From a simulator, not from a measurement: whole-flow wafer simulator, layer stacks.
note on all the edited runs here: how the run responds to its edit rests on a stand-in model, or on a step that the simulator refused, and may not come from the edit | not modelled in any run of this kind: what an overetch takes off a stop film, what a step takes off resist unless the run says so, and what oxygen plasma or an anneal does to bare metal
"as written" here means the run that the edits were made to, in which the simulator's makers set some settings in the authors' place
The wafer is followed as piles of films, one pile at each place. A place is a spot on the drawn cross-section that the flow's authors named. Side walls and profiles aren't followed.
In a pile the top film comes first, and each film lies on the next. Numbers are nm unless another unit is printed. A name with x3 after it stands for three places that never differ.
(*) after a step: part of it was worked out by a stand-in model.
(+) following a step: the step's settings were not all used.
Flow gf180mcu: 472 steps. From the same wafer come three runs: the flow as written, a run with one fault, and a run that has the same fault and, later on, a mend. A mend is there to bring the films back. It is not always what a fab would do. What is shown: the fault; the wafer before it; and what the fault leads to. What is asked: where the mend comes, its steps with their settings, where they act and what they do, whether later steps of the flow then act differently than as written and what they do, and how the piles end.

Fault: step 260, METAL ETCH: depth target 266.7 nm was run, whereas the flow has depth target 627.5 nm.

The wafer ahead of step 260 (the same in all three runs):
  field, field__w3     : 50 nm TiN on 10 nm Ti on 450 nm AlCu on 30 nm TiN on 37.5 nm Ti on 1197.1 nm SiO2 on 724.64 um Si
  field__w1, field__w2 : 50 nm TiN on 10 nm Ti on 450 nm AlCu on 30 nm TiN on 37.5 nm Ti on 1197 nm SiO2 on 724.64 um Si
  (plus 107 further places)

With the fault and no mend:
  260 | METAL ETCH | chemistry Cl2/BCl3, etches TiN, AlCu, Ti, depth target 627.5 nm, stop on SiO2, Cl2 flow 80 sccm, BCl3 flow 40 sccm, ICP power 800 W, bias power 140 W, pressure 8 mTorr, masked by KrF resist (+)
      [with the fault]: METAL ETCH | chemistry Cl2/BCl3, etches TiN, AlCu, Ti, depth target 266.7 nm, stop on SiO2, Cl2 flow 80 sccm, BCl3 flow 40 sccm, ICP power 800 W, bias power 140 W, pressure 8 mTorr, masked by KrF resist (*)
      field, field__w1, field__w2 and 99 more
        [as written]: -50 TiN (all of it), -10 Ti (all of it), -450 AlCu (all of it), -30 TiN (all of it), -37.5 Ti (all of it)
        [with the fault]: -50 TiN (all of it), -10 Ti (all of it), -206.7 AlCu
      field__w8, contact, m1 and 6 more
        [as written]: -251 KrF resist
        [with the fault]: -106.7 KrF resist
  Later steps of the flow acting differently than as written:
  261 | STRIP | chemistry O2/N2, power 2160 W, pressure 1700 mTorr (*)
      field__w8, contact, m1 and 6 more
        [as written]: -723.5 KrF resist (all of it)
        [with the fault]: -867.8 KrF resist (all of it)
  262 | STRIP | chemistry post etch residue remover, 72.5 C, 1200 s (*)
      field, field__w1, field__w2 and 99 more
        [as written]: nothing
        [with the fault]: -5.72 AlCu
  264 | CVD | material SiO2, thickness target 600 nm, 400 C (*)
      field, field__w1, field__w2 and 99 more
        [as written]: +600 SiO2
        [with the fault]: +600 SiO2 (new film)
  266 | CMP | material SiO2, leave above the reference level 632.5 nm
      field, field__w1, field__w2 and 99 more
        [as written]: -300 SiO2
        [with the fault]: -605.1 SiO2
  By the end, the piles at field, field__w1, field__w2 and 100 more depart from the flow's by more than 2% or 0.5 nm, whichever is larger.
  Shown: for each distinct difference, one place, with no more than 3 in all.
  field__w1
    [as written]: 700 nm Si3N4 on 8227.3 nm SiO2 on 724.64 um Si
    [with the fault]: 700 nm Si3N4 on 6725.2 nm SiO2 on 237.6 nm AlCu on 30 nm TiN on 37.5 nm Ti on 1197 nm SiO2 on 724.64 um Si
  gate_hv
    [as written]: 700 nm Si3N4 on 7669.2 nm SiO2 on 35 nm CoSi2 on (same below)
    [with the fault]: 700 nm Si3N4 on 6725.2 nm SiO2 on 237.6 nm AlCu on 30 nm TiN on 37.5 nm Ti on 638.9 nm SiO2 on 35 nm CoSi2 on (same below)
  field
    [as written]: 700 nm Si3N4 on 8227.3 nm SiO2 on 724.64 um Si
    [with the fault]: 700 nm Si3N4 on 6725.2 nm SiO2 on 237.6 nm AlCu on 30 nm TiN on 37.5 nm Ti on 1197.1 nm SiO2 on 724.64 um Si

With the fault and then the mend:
  The mend stands after step 260.
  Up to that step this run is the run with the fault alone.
  260a | METAL ETCH | chemistry Cl2/BCl3, etches TiN, AlCu, Ti, depth target 360.8 nm, stop on SiO2, Cl2 flow 80 sccm, BCl3 flow 40 sccm, ICP power 800 W, bias power 140 W, pressure 8 mTorr, masked by KrF resist (+) (the flow's step 260, run once more with other settings)
      field, field__w1, field__w2 and 99 more
        -243.3 AlCu (all of it), -30 TiN (all of it), -37.5 Ti (all of it)
      field__w8, contact, m1 and 6 more
        -144.3 KrF resist
  None of the later steps of the flow acts differently than as written at any place that is followed.
  By the end, the piles equal the flow's at every place that both follow.
